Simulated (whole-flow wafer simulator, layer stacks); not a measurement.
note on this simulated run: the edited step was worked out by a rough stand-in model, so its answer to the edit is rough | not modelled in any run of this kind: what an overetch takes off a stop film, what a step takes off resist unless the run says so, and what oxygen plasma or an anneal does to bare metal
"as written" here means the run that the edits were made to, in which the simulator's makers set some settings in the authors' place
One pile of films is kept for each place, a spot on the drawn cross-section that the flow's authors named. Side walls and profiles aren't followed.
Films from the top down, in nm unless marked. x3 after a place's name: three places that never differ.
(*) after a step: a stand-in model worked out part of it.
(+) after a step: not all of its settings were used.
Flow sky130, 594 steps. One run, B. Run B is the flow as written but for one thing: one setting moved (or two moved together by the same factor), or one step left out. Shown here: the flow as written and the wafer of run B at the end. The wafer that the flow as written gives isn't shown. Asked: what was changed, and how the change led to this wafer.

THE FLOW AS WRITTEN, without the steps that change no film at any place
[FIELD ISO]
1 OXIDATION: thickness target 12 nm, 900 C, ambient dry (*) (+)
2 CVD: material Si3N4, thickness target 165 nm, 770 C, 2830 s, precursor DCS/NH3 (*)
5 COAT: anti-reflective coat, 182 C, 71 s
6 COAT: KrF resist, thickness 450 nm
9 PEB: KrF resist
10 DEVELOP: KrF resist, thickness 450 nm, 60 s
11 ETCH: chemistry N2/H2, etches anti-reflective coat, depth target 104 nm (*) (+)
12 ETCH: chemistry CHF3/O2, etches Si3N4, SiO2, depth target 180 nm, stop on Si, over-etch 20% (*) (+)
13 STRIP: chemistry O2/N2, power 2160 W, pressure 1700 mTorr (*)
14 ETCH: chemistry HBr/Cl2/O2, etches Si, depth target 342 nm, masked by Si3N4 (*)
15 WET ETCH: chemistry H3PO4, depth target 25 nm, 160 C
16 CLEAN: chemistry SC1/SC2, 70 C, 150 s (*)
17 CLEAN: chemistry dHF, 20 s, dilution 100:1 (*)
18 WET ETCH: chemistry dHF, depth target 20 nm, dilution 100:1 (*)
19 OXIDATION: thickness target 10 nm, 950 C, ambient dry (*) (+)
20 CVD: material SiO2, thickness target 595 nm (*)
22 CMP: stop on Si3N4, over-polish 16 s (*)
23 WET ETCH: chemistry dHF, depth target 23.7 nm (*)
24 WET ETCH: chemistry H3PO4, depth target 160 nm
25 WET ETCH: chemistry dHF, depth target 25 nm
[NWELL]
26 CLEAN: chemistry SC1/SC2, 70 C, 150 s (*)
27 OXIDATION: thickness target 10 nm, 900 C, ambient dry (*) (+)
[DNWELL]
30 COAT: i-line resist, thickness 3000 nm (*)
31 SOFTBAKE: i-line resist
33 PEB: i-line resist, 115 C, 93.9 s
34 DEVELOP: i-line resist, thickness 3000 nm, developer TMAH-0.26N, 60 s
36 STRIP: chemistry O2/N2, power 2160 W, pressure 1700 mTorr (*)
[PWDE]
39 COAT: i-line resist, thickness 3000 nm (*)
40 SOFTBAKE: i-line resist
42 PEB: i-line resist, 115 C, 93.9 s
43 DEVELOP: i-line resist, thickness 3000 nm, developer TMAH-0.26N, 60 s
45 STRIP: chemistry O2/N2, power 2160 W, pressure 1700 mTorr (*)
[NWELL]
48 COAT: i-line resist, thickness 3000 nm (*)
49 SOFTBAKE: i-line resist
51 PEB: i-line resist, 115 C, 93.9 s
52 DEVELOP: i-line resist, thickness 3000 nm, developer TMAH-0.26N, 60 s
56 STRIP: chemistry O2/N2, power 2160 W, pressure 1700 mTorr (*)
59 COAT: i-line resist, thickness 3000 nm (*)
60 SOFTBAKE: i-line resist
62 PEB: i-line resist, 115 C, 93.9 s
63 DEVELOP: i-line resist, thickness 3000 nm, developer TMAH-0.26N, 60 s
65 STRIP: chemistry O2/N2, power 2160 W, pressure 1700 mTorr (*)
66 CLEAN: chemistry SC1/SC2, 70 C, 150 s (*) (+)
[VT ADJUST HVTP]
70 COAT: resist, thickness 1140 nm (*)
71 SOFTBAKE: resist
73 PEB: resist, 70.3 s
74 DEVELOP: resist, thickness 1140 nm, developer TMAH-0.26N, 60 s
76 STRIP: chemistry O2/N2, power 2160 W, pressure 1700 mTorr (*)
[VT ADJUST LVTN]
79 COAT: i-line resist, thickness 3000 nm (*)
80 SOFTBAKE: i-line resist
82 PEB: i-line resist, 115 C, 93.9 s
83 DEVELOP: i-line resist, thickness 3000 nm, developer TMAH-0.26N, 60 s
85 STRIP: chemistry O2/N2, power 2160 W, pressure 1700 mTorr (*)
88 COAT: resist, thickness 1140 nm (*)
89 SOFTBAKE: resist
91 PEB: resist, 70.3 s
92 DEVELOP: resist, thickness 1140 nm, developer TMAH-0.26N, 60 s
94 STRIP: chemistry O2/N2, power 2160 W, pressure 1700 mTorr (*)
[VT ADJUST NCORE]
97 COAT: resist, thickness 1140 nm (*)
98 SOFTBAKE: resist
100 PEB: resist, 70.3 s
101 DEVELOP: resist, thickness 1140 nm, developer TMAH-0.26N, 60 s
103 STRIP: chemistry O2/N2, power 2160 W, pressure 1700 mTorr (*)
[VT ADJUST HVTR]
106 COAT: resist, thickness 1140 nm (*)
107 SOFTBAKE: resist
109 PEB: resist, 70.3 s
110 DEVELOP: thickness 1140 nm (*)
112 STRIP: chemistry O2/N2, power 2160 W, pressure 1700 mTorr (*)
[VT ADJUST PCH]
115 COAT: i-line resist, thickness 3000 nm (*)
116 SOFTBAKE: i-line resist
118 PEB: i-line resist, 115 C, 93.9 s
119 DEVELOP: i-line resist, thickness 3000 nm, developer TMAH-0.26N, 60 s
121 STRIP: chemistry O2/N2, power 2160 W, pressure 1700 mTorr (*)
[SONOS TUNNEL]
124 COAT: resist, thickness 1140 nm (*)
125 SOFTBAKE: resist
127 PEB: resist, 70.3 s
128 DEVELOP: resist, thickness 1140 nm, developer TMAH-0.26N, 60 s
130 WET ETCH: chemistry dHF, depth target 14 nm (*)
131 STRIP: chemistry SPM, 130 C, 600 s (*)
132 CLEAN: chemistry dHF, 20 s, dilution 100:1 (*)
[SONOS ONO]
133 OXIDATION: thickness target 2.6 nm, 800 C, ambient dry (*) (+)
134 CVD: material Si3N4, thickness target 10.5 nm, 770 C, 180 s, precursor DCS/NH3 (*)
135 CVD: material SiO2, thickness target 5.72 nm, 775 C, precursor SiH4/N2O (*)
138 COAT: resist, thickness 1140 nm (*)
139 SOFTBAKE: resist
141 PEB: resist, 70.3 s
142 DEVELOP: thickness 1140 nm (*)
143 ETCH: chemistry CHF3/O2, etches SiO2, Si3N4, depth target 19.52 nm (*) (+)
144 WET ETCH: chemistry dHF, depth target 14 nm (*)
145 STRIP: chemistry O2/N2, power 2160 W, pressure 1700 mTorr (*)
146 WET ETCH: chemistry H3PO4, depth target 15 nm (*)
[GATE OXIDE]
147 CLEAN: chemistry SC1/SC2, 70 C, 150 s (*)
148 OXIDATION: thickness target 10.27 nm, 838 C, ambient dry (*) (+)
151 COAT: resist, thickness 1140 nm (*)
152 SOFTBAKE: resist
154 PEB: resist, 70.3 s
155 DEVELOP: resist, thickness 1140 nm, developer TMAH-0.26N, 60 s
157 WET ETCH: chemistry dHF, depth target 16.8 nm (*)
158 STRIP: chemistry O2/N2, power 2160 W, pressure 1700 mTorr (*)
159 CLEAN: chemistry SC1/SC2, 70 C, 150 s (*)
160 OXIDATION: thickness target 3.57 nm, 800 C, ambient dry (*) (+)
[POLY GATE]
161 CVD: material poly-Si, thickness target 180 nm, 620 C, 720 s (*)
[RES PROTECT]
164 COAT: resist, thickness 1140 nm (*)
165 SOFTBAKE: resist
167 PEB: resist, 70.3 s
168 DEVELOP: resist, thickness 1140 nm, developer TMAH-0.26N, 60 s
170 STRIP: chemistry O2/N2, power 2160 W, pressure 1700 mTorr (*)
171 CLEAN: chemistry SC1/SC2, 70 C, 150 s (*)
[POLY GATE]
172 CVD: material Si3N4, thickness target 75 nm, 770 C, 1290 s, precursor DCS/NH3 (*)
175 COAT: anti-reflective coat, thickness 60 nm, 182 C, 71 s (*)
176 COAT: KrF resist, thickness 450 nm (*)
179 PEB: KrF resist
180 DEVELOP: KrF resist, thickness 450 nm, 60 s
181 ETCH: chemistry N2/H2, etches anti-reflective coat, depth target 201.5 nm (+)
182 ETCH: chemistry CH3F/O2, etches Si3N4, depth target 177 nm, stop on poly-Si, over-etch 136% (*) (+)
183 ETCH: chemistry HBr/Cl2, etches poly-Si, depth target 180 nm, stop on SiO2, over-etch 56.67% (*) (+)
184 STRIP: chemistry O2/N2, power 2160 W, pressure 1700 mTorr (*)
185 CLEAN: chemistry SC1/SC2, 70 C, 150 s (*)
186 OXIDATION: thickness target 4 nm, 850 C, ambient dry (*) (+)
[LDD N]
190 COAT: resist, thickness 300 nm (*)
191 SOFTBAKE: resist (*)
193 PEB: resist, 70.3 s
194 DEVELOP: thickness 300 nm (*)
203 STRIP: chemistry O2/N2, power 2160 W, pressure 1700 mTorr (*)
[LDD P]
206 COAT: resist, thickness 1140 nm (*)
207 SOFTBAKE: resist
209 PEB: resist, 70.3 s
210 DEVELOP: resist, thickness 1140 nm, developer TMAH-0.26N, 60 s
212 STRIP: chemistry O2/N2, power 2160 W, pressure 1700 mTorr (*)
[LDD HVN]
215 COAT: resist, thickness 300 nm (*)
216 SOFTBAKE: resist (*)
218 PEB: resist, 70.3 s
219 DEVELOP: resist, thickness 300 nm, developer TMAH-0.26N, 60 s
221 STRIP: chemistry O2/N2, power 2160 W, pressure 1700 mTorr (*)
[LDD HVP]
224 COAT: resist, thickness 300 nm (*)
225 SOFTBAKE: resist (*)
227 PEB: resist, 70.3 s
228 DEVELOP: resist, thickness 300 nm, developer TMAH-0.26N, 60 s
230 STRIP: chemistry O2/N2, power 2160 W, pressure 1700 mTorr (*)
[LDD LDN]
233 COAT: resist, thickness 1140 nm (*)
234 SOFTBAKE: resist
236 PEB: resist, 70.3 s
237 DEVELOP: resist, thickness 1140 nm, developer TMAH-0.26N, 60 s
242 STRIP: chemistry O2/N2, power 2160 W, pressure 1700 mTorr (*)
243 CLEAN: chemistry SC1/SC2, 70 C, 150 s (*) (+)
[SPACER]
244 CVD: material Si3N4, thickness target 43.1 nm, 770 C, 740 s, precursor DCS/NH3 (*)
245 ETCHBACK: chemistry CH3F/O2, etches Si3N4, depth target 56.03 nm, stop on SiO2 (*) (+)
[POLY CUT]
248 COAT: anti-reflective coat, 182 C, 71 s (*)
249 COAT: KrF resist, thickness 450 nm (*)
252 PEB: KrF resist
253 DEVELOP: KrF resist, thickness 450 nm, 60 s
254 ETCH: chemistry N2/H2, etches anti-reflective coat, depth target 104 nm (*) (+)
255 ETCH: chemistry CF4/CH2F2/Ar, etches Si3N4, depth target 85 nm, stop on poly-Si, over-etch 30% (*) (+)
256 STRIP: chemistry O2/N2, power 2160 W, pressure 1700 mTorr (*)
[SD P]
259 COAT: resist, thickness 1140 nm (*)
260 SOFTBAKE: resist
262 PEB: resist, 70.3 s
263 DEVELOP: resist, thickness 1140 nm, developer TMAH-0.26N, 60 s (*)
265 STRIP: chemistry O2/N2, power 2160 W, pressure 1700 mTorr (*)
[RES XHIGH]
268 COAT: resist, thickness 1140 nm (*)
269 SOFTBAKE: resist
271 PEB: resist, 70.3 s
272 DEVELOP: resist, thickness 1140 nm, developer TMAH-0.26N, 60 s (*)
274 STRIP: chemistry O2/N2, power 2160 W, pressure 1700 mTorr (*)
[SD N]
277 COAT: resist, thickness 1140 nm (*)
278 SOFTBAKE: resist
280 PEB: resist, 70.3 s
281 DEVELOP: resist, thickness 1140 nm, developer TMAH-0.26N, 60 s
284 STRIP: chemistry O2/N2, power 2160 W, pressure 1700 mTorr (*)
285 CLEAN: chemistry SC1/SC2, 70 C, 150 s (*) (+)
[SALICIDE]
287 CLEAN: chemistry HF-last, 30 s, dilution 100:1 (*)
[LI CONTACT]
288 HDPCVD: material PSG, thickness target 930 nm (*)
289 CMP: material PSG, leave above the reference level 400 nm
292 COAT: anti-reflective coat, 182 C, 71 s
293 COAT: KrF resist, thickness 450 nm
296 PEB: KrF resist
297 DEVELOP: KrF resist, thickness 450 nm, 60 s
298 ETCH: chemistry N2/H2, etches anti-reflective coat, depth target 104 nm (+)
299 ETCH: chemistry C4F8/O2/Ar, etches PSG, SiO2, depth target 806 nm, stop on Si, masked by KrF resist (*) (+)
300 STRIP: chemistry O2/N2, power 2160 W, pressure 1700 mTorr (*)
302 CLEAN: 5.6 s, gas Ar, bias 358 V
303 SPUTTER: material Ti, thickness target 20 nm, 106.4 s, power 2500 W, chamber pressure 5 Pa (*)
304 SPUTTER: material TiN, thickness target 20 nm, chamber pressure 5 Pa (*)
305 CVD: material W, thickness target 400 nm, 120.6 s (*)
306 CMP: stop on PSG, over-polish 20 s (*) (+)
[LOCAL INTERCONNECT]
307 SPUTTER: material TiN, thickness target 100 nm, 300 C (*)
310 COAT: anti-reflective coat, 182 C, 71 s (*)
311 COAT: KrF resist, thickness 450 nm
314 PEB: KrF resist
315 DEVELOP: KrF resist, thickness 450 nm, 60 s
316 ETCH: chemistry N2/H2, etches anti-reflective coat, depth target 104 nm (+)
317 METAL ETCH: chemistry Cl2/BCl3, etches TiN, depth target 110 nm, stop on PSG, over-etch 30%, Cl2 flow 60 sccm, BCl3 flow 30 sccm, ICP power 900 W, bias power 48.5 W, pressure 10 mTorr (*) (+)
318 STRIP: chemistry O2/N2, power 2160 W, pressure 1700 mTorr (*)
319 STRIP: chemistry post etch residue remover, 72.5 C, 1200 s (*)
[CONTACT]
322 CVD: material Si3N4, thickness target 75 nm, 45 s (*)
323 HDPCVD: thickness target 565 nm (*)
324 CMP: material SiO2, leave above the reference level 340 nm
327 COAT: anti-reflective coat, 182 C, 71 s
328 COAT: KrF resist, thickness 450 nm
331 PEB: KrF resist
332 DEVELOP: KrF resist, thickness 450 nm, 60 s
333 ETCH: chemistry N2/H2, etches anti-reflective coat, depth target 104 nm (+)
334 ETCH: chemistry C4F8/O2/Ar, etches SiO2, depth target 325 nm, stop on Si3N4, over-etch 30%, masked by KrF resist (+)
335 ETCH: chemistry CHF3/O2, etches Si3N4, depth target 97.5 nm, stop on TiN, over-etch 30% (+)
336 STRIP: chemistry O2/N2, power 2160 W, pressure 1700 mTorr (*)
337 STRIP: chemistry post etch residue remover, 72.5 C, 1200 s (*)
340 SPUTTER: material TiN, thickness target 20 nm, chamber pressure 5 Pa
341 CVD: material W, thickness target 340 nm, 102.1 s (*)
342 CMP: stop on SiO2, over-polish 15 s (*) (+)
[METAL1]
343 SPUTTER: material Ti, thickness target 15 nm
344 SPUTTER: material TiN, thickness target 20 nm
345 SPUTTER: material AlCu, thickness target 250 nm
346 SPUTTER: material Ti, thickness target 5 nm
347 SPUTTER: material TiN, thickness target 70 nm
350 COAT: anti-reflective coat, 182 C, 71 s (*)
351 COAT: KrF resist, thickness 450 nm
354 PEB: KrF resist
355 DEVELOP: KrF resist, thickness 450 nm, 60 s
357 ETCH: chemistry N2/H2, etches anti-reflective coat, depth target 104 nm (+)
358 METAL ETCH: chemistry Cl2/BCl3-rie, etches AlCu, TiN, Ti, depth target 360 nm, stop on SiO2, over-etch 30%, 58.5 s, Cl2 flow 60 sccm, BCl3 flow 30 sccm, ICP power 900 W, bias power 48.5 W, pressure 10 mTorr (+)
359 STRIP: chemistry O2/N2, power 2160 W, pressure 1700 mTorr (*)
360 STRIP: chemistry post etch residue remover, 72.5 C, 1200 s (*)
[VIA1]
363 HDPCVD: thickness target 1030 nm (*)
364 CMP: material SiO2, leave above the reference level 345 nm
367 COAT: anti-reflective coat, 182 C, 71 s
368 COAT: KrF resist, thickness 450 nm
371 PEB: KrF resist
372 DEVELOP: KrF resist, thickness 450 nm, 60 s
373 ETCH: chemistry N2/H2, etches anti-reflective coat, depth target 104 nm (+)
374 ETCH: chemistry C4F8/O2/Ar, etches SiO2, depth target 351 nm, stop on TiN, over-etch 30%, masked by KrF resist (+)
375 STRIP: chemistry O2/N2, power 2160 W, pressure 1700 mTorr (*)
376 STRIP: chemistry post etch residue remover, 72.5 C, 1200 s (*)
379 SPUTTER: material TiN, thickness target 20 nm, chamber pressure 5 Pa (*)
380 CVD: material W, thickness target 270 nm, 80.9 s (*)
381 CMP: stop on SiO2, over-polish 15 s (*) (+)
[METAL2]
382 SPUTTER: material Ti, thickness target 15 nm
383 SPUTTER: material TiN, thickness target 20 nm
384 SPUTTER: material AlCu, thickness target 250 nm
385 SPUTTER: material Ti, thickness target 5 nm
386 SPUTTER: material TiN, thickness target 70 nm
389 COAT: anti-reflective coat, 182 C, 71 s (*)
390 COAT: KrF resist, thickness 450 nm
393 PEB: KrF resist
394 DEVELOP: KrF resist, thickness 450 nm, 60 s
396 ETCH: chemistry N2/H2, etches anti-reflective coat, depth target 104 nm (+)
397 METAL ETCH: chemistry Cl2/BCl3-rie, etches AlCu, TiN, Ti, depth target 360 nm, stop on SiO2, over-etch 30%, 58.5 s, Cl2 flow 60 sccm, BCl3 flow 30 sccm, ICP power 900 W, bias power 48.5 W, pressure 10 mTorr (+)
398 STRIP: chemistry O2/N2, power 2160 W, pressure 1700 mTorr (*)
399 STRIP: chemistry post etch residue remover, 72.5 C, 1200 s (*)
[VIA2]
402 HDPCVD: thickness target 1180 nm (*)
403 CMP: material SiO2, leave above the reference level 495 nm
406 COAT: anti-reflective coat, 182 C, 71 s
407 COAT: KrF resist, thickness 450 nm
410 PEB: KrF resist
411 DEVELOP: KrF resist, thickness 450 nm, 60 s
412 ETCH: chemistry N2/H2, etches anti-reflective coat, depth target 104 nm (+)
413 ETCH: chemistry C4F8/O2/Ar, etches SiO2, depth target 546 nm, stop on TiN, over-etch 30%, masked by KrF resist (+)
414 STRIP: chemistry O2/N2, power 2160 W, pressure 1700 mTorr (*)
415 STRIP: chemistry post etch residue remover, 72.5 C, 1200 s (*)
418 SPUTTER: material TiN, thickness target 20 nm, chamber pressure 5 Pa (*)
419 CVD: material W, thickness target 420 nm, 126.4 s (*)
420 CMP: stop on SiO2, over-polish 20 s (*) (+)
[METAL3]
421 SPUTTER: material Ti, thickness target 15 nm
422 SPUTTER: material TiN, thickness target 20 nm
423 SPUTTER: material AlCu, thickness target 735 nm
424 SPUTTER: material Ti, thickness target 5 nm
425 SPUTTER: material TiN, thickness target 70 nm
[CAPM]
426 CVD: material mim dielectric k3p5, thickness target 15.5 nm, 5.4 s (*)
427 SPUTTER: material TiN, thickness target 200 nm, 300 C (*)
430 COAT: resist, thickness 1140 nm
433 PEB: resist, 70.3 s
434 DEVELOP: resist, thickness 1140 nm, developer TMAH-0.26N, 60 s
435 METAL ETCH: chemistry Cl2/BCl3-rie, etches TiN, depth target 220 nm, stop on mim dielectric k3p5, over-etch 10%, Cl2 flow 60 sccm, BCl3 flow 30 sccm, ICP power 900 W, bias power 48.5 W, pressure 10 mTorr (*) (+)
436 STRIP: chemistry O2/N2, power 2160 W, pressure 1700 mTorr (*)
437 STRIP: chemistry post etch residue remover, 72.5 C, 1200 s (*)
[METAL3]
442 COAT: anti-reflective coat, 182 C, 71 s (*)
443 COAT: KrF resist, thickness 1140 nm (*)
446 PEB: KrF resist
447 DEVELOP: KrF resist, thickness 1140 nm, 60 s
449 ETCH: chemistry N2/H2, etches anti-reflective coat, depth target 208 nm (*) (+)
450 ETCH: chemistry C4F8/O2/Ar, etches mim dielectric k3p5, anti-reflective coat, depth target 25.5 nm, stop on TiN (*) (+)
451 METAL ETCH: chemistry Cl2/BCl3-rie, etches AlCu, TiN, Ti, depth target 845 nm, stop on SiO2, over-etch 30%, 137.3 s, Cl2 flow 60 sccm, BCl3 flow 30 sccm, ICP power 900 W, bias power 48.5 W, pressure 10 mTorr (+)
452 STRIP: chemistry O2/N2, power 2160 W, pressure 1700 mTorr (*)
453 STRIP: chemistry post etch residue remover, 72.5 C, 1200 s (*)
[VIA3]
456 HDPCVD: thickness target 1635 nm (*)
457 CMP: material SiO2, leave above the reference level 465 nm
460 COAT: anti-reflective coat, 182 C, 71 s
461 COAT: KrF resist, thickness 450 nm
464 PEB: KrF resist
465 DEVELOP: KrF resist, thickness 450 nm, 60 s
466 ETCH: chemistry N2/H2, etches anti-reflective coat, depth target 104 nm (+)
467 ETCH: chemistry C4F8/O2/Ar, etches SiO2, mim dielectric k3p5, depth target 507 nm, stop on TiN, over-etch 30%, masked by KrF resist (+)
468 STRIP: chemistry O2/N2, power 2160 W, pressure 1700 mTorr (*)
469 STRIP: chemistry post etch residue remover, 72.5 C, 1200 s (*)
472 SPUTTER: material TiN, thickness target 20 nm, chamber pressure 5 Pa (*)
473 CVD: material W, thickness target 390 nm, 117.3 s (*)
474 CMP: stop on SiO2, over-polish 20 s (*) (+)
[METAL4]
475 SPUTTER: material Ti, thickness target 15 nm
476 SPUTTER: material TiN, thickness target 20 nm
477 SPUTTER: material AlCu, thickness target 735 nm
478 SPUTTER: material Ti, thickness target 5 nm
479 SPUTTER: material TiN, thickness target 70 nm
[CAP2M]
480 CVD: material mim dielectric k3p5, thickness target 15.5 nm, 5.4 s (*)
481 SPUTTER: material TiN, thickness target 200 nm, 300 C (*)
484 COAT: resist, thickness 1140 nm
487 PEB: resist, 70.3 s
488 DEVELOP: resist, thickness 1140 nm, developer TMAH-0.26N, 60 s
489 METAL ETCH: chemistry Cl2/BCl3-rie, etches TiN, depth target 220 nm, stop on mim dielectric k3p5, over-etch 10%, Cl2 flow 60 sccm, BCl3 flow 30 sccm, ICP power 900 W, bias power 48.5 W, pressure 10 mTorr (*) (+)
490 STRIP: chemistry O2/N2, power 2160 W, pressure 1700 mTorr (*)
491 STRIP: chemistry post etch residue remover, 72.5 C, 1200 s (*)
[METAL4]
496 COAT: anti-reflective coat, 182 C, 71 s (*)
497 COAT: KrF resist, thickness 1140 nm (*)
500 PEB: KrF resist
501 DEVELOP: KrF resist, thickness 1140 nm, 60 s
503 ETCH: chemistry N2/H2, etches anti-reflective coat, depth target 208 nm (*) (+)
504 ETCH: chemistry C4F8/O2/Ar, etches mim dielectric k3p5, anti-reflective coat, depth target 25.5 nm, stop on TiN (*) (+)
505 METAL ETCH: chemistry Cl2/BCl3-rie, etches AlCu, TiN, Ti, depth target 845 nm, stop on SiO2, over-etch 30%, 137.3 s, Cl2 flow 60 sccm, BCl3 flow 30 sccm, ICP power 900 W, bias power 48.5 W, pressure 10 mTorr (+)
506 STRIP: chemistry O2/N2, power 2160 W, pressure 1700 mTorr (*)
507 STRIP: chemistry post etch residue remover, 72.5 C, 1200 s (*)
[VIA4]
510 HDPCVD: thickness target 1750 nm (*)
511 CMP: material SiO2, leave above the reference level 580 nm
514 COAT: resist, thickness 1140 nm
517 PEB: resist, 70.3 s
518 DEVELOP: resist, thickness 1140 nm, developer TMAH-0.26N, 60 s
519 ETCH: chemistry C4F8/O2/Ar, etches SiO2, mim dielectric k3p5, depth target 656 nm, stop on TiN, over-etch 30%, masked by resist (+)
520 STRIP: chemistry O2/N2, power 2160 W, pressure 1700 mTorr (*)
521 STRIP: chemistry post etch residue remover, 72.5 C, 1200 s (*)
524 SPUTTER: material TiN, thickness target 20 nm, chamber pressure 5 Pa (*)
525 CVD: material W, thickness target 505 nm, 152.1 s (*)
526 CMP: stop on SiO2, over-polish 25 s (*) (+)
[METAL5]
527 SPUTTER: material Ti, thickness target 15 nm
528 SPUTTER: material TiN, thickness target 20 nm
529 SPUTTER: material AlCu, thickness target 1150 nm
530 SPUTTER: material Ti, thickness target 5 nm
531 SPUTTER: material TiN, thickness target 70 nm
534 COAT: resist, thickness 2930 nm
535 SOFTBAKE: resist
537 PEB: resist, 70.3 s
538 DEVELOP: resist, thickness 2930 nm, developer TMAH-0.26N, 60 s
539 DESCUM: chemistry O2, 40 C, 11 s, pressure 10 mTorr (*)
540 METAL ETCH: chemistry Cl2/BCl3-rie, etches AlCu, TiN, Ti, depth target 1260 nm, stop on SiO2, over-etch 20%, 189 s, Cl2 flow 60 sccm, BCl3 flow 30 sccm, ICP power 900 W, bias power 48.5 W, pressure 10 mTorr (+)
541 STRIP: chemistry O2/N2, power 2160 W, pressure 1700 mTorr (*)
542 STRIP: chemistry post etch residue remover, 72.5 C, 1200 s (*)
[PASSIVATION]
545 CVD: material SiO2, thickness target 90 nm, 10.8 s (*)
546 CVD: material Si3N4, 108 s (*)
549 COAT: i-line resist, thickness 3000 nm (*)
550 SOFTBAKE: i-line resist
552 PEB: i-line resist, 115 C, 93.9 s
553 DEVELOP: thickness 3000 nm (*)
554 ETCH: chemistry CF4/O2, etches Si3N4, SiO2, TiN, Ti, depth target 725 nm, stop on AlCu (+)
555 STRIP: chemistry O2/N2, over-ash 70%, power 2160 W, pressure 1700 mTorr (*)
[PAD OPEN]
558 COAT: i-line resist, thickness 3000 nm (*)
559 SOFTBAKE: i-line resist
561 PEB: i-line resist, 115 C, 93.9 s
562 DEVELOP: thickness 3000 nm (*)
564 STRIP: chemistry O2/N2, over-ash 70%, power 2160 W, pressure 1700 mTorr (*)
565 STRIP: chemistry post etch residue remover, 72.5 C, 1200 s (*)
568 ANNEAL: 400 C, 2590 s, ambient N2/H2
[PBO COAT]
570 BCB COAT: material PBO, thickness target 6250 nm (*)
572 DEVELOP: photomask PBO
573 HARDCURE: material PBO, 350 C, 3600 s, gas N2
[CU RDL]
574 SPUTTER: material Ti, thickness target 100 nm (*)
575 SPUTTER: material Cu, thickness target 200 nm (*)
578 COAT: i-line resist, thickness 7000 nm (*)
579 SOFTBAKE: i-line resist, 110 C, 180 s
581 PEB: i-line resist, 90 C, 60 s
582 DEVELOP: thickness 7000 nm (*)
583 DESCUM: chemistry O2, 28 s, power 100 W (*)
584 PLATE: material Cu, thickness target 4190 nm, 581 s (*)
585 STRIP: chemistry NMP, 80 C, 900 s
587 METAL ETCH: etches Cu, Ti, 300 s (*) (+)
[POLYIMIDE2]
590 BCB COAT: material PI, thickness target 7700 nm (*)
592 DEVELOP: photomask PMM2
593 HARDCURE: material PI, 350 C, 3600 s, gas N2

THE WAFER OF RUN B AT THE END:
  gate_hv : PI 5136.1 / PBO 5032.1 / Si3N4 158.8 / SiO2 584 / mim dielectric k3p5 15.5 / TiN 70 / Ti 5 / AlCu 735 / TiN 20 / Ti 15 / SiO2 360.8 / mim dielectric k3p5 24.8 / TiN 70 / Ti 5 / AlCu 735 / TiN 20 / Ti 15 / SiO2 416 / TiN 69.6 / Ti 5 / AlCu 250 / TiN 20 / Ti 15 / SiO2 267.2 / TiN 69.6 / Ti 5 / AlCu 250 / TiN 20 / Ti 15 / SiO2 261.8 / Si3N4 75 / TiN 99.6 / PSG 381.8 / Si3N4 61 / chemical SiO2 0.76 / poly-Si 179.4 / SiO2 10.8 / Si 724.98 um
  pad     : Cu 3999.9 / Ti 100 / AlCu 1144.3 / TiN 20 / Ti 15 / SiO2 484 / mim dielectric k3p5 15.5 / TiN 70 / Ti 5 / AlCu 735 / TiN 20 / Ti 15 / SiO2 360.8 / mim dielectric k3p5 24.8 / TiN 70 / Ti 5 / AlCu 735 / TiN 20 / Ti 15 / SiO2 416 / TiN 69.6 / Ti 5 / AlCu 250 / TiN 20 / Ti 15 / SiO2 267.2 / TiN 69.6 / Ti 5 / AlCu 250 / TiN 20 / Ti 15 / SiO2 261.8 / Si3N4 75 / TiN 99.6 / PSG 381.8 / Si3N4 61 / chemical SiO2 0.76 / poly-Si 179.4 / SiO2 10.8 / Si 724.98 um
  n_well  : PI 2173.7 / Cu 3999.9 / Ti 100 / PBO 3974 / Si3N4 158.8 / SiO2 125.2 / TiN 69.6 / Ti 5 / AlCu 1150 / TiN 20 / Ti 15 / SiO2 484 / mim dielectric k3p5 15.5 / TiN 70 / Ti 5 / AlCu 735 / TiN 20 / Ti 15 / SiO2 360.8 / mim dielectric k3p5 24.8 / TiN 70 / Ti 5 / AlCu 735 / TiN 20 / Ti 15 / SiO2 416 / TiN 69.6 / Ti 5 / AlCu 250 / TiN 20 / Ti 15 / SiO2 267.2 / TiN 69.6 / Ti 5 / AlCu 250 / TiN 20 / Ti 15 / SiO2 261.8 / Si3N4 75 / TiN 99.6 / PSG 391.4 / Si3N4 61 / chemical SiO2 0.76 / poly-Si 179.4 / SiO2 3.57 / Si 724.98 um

The cause: step 426, CVD: thickness target 24.8 nm was run, where the flow has thickness target 15.5 nm; step 426, CVD: 8.64 s was run, where the flow has 5.4 s.
It can be read off the wafer: gate_hv has mim dielectric k3p5 24.8, and step 426 as written asks for 15.5 nm.

How the change led to this, step by step:
  426 CVD: material mim dielectric k3p5, thickness target 15.5 nm, 5.4 s (*)
      field, active, n_well and 188 more: mim dielectric k3p5 +24.8 (new film) (as written it would be: mim dielectric k3p5 +15.5 (new film))
  450 ETCH: chemistry C4F8/O2/Ar, etches mim dielectric k3p5, anti-reflective coat, depth target 25.5 nm, stop on TiN (*) (+)
      n_well, p_well, gate_hv and 104 more: KrF resist -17 (as written it would be: KrF resist -15.5)
      field, active, gate and 82 more: mim dielectric k3p5 -24.8 (all of it) (as written it would be: mim dielectric k3p5 -15.5 (all of it))
  467 ETCH: chemistry C4F8/O2/Ar, etches SiO2, mim dielectric k3p5, depth target 507 nm, stop on TiN, over-etch 30%, masked by KrF resist (+)
      m1: SiO2 -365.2 (all of it), mim dielectric k3p5 -24.8 (all of it) (as written it would be: SiO2 -374.5 (all of it), mim dielectric k3p5 -15.5 (all of it))
      via3_hole: SiO2 -364.6 (all of it), mim dielectric k3p5 -24.8 (all of it) (as written it would be: SiO2 -373.9 (all of it), mim dielectric k3p5 -15.5 (all of it))
